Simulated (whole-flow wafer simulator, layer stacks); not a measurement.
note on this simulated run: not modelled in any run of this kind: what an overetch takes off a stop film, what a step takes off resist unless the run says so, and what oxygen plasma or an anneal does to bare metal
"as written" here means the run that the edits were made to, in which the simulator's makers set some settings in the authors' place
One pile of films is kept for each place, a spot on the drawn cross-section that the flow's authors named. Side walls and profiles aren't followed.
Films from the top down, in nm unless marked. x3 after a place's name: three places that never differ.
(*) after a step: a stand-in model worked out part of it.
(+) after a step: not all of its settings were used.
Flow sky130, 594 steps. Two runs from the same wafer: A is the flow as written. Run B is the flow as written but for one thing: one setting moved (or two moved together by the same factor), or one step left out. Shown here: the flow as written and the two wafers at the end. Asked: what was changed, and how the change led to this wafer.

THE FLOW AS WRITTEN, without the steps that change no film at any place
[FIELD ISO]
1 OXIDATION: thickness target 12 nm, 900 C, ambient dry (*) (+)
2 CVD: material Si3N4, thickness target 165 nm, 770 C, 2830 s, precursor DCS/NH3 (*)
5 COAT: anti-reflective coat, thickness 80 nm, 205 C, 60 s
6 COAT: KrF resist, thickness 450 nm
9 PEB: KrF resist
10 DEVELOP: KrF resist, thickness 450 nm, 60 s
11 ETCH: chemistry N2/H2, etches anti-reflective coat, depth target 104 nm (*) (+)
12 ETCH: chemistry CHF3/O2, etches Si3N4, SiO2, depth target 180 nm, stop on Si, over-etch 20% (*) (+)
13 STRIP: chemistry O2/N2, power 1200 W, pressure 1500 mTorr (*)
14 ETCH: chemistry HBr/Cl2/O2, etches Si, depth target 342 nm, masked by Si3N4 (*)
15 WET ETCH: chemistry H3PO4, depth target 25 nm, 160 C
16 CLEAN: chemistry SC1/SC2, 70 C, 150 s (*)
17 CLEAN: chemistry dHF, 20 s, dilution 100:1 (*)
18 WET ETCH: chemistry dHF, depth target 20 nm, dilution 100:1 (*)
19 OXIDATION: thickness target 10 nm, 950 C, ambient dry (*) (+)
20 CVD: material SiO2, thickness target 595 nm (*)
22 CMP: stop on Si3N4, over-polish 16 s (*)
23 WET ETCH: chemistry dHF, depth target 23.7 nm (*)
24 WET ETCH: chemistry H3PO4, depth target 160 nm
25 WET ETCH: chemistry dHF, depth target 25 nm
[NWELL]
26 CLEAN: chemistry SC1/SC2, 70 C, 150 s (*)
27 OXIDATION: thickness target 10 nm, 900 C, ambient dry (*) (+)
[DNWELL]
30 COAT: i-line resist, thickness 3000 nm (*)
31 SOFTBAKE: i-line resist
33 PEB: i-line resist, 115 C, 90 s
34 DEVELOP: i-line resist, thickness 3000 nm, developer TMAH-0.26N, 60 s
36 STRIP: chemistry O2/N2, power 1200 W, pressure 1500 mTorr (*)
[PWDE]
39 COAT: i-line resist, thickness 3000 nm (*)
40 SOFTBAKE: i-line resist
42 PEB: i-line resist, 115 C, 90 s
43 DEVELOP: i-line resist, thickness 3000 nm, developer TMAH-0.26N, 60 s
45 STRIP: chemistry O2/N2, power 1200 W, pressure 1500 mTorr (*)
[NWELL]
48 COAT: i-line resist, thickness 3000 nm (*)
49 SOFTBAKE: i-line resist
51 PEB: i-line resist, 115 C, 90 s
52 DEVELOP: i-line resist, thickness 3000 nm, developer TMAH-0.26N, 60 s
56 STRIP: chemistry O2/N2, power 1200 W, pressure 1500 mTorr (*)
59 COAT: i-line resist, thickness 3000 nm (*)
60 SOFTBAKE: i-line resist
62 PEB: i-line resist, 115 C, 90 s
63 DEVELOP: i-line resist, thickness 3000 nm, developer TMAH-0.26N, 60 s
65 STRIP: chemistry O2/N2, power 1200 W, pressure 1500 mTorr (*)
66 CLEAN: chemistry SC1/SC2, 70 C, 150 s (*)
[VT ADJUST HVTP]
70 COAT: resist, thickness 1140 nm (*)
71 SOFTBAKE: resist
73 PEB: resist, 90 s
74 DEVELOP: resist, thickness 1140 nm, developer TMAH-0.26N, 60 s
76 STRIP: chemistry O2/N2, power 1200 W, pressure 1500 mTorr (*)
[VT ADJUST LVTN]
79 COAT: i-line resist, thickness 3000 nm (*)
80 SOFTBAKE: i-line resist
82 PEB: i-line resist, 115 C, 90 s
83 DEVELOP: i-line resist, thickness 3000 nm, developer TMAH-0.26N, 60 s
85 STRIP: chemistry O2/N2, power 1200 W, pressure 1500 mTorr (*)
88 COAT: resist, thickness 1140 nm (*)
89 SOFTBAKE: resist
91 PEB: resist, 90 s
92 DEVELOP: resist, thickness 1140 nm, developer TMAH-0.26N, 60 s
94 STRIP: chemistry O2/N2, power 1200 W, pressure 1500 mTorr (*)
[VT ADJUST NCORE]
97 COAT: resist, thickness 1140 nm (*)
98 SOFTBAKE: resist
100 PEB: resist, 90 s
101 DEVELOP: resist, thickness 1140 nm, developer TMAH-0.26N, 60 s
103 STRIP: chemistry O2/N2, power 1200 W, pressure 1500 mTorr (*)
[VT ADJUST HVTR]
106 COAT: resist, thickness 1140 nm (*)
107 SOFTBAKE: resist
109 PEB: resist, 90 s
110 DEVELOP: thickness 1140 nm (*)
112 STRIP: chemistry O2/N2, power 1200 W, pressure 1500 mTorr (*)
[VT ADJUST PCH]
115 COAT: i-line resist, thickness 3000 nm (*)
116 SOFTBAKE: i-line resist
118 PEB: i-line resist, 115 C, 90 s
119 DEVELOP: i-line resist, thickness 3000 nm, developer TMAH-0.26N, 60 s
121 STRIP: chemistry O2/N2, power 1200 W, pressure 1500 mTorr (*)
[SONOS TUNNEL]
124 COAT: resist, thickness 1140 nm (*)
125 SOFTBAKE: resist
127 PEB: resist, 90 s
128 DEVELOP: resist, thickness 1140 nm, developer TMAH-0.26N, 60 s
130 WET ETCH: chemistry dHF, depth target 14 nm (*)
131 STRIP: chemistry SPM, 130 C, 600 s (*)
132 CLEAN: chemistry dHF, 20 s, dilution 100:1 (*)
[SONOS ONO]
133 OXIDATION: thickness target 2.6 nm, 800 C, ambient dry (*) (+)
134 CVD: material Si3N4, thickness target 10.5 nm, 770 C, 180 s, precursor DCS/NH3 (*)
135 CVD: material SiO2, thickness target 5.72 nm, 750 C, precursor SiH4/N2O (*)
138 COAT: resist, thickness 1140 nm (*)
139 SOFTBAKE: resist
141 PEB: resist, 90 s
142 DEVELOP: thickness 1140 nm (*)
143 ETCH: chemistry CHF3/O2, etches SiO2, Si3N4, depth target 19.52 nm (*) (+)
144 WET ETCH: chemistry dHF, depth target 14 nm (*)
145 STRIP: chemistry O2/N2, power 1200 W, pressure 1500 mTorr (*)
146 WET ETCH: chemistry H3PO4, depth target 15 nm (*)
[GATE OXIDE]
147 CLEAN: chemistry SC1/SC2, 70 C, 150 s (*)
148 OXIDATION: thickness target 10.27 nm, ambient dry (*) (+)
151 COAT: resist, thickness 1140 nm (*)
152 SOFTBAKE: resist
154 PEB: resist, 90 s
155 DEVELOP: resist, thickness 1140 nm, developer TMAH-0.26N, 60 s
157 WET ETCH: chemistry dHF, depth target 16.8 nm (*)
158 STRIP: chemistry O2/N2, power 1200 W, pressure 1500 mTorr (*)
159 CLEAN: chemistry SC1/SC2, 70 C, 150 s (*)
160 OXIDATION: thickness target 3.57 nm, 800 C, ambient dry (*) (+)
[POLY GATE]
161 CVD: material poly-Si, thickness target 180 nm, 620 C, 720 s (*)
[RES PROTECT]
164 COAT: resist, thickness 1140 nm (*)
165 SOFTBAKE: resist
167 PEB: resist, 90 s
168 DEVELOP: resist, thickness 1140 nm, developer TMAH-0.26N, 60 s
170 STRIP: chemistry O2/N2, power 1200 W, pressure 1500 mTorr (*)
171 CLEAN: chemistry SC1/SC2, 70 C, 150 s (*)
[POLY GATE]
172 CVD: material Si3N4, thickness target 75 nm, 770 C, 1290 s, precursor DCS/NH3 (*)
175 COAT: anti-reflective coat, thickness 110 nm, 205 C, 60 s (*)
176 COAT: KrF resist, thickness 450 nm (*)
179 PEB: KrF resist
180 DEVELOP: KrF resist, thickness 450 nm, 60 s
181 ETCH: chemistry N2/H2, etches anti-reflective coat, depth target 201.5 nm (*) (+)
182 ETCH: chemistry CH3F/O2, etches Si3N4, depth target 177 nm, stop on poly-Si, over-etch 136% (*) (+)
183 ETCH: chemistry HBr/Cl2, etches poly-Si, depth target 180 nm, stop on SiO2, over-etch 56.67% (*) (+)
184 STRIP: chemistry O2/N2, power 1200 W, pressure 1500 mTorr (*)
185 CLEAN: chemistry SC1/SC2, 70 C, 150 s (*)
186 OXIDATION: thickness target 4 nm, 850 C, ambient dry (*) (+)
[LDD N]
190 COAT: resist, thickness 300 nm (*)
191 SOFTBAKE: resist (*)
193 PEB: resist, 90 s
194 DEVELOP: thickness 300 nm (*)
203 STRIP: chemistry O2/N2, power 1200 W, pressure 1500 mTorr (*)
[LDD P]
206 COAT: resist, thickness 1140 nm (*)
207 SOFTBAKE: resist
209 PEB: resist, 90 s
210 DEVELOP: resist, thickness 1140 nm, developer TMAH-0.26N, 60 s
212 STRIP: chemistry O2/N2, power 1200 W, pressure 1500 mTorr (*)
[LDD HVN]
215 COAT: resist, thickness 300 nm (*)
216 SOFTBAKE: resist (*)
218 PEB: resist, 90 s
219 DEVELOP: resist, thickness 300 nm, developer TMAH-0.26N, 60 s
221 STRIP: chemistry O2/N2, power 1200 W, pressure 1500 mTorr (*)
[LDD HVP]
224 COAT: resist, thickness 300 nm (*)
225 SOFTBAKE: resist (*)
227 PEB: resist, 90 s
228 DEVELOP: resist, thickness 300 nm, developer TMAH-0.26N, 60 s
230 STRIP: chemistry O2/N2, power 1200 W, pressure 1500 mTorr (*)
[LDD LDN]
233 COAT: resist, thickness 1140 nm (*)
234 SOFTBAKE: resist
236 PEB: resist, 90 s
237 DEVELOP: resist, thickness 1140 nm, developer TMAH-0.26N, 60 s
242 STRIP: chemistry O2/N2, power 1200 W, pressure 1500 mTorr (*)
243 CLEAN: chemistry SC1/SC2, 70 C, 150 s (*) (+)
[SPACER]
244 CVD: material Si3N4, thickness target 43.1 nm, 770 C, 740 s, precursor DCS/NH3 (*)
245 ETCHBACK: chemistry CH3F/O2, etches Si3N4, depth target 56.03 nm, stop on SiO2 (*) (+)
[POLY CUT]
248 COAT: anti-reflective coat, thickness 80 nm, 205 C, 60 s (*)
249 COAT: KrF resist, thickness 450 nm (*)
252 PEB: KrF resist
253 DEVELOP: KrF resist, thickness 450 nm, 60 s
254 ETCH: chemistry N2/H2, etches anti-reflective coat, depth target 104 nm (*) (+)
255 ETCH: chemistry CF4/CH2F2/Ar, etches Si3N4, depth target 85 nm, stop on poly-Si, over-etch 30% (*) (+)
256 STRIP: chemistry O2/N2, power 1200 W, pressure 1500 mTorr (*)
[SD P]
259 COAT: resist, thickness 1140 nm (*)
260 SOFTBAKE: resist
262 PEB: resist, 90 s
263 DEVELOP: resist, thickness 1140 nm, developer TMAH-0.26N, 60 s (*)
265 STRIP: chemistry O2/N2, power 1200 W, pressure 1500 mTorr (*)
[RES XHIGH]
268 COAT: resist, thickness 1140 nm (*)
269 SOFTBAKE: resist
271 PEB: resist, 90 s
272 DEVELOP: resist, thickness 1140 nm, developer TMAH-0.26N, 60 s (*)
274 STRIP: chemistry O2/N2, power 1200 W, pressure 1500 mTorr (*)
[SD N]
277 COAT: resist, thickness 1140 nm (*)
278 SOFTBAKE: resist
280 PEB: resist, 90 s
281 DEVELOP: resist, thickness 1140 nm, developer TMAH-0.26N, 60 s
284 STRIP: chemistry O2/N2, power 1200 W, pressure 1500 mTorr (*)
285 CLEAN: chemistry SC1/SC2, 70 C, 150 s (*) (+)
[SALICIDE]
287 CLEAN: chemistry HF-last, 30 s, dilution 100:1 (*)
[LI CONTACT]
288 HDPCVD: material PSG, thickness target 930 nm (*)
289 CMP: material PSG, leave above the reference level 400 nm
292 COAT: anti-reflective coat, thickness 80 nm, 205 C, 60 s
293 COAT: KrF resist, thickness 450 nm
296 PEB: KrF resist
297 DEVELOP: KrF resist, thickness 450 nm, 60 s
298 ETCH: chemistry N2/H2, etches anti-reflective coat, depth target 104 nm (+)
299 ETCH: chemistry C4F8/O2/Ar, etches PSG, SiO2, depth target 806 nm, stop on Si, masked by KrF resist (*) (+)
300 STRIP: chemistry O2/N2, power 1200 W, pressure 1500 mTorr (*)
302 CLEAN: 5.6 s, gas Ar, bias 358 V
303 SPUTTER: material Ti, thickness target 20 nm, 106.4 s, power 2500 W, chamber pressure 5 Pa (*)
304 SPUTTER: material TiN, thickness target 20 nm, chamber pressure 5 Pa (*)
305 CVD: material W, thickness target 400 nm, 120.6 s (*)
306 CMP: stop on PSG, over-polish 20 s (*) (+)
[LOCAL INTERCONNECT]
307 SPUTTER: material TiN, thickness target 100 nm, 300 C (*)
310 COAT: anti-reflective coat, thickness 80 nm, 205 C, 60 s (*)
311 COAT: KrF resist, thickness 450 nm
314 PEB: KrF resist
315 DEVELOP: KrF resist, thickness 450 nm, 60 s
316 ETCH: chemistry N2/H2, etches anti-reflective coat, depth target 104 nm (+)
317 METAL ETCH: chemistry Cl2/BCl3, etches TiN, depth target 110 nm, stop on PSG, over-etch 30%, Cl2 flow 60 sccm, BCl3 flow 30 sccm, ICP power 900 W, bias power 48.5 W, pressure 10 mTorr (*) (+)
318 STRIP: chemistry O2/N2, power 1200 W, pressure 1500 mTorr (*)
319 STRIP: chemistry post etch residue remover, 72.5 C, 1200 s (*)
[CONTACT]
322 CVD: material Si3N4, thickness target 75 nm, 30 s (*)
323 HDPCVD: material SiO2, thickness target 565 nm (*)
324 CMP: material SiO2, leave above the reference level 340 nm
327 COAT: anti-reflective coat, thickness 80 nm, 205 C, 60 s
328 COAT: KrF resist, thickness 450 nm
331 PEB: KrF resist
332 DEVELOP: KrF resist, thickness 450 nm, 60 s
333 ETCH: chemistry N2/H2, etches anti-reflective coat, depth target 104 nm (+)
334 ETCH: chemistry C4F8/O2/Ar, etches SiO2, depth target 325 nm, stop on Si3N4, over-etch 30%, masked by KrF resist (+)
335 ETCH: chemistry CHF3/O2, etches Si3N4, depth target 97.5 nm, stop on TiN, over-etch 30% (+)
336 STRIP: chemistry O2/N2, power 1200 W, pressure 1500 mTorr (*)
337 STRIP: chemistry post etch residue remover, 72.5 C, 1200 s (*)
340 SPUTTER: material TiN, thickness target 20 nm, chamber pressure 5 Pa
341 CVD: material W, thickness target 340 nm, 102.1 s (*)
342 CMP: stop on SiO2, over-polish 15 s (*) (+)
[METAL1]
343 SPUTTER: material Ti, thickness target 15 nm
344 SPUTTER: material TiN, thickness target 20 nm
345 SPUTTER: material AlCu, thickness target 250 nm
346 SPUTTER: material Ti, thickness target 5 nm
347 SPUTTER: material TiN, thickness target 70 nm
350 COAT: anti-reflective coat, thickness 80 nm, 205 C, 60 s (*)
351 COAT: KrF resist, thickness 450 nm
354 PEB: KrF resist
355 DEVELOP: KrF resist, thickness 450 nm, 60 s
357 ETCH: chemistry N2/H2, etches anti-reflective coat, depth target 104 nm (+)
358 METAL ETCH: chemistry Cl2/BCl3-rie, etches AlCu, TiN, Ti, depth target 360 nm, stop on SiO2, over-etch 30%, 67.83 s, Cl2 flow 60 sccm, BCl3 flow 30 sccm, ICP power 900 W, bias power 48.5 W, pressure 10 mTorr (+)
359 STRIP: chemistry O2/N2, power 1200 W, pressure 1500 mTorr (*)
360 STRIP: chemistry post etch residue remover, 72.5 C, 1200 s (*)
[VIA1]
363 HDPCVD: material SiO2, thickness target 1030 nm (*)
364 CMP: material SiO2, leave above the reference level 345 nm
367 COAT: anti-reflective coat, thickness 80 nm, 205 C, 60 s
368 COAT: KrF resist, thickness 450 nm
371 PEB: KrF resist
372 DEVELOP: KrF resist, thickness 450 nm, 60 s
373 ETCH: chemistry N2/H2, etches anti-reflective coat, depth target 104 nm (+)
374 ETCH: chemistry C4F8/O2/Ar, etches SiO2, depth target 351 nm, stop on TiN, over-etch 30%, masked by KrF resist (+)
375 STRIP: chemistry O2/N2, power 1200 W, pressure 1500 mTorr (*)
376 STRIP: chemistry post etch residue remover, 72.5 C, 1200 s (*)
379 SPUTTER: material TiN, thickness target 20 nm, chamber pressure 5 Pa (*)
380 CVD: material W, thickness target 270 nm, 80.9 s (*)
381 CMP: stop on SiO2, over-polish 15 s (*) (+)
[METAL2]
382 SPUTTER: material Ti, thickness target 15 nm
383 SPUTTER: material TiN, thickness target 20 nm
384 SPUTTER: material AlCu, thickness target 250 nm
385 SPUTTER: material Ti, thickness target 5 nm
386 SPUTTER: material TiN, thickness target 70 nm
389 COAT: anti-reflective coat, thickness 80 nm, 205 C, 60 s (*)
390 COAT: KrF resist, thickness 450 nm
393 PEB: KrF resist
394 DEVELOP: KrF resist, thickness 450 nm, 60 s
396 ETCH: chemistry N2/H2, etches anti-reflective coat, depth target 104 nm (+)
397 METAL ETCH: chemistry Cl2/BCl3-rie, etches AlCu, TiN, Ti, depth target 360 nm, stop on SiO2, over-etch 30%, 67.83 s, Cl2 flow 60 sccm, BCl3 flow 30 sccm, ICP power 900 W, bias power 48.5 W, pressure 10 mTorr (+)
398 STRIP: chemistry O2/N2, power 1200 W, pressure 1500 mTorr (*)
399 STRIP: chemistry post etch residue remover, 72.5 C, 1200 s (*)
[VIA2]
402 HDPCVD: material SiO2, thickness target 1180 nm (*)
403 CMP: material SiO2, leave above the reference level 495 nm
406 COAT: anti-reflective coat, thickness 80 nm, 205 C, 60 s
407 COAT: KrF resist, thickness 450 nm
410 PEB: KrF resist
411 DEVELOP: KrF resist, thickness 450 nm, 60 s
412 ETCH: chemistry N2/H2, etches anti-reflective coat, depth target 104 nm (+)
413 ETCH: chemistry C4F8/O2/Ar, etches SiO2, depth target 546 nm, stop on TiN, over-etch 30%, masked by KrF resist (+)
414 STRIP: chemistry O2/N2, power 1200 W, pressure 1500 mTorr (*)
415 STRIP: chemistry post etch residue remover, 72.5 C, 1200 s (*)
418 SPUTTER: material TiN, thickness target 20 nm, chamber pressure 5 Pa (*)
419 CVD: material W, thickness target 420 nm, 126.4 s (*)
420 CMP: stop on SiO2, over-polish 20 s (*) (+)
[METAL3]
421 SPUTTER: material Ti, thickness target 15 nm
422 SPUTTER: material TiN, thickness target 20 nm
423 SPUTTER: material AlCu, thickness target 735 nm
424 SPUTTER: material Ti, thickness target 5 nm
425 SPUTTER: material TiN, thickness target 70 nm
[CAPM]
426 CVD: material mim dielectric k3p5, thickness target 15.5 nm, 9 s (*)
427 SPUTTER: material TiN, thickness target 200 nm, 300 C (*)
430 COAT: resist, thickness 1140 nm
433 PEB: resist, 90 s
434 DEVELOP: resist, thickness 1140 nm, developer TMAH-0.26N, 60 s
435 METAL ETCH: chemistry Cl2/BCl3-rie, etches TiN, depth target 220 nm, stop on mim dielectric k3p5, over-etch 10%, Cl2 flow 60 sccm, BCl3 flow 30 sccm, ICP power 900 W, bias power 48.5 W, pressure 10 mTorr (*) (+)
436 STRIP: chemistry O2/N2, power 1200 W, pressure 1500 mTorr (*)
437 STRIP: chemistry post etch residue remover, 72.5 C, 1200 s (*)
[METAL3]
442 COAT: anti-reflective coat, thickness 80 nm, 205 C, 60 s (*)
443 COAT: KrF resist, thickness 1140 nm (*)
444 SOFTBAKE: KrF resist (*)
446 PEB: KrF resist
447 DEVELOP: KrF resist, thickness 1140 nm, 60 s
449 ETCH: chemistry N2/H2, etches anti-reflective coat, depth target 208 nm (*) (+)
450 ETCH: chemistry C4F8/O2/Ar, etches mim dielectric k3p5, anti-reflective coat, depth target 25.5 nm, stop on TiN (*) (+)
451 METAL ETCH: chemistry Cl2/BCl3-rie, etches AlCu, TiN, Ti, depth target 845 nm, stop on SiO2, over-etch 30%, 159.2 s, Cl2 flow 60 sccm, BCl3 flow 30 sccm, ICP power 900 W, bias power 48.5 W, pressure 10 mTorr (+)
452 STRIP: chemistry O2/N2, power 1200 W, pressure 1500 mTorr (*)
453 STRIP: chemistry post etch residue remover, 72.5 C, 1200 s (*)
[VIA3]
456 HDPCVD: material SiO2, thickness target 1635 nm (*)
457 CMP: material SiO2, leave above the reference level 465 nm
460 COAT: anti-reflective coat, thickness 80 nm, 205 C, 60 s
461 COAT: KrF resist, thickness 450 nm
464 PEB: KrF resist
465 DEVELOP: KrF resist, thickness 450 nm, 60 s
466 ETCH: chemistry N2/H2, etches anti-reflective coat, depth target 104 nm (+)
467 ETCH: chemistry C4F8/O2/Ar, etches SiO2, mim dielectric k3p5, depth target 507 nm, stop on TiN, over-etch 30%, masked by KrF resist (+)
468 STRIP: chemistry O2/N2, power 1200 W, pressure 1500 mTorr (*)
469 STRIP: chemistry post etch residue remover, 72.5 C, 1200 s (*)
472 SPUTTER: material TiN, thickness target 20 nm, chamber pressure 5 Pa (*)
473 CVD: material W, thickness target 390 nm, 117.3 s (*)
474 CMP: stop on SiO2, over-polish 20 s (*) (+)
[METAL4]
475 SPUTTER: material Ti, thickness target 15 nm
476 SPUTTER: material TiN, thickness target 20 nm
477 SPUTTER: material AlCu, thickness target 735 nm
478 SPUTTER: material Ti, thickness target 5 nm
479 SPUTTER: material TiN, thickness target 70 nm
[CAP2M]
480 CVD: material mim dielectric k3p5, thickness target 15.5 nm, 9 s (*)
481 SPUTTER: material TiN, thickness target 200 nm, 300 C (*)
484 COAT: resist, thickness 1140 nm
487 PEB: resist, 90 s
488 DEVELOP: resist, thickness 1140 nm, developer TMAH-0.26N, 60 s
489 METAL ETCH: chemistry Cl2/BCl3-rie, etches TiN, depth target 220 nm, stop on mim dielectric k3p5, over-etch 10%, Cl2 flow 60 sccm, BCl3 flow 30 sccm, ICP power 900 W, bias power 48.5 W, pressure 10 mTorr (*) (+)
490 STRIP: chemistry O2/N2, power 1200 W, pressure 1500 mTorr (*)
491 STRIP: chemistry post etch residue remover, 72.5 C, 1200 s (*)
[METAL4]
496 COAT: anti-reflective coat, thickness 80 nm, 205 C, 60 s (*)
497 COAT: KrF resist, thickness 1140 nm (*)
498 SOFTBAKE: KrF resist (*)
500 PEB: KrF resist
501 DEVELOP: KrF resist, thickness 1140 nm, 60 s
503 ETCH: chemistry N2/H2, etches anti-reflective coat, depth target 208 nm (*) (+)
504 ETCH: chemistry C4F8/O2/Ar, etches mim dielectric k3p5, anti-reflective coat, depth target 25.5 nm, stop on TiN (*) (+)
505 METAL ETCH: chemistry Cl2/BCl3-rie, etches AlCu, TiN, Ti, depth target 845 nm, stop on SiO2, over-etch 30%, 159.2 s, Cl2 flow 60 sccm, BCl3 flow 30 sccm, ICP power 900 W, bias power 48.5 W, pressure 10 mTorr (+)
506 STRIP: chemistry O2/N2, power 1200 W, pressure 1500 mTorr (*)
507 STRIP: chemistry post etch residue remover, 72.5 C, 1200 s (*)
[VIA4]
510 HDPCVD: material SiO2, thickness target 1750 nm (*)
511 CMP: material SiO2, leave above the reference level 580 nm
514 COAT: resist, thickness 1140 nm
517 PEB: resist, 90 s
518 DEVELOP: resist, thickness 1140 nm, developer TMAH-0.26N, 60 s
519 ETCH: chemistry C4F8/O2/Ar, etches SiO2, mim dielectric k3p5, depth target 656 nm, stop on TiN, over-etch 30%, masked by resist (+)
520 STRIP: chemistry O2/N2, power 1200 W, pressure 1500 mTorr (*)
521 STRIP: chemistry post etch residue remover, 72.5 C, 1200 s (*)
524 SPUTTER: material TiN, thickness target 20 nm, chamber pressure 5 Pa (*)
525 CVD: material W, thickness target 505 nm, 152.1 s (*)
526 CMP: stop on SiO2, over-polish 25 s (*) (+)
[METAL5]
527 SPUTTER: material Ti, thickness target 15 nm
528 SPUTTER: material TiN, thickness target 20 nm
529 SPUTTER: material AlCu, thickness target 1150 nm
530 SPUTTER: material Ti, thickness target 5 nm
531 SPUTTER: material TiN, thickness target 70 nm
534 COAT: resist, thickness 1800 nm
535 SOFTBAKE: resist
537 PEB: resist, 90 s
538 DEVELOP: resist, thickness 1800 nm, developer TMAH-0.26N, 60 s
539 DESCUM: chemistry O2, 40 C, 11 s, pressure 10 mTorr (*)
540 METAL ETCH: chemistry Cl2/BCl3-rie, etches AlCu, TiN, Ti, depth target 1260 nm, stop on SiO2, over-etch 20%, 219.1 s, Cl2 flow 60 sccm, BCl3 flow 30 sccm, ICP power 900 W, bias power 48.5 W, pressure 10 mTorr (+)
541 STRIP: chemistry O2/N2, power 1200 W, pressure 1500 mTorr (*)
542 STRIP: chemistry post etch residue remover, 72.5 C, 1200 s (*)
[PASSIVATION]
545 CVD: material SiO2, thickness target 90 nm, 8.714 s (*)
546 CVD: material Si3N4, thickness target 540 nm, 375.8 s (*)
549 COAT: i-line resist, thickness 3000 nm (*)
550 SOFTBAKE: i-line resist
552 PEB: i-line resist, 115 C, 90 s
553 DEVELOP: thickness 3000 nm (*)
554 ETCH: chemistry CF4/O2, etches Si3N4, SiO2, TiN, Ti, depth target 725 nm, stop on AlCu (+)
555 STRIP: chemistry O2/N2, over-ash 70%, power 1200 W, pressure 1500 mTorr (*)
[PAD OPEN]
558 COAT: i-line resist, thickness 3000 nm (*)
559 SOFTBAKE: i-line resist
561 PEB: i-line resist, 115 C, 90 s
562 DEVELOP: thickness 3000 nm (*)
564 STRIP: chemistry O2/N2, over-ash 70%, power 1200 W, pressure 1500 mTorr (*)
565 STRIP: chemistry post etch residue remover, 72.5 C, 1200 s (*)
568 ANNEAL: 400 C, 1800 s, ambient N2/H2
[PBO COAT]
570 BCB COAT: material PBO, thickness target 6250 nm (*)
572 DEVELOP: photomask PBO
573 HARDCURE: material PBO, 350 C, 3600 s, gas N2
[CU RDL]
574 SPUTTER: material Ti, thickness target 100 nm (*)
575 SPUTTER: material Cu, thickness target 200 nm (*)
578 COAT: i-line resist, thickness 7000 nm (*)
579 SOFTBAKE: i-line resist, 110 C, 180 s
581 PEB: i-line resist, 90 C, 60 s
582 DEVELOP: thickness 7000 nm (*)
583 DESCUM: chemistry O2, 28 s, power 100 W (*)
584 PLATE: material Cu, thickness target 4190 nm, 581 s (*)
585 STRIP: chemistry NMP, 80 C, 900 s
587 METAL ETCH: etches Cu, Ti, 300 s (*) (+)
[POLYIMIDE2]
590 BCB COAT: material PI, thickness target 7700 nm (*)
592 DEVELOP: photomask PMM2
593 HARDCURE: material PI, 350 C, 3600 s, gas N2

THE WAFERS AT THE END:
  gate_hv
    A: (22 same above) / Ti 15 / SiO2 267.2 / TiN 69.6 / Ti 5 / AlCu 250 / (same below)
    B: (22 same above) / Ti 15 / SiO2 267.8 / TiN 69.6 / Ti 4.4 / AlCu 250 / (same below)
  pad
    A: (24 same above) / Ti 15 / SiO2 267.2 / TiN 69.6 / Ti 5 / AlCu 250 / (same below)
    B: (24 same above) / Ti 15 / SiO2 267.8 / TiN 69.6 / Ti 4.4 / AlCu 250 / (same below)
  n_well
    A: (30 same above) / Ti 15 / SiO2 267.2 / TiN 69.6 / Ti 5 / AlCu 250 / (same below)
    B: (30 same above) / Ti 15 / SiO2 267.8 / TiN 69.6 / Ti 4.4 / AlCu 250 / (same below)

The cause: step 346, SPUTTER: thickness target 4.4 nm was run, where the flow has thickness target 5 nm.
It can be read off the wafer: gate_hv has Ti 4.4, and step 346 as written asks for 5 nm.

How the change led to this, step by step:
  346 SPUTTER: material Ti, thickness target 5 nm
      field, active, n_well and 188 more: A Ti +5 (new film) | B Ti +4.4 (new film)
  358 METAL ETCH: chemistry Cl2/BCl3-rie, etches AlCu, TiN, Ti, depth target 360 nm, stop on SiO2, over-etch 30%, 67.83 s, Cl2 flow 60 sccm, BCl3 flow 30 sccm, ICP power 900 W, bias power 48.5 W, pressure 10 mTorr (+)
      field, active, gate and 81 more: A TiN -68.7 (all of it), Ti -5 (all of it), AlCu -250 (all of it), TiN -20 (all of it), Ti -15 (all of it), SiO2 -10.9 | B TiN -68.7 (all of it), Ti -4.4 (all of it), AlCu -250 (all of it), TiN -20 (all of it), Ti -15 (all of it), SiO2 -11
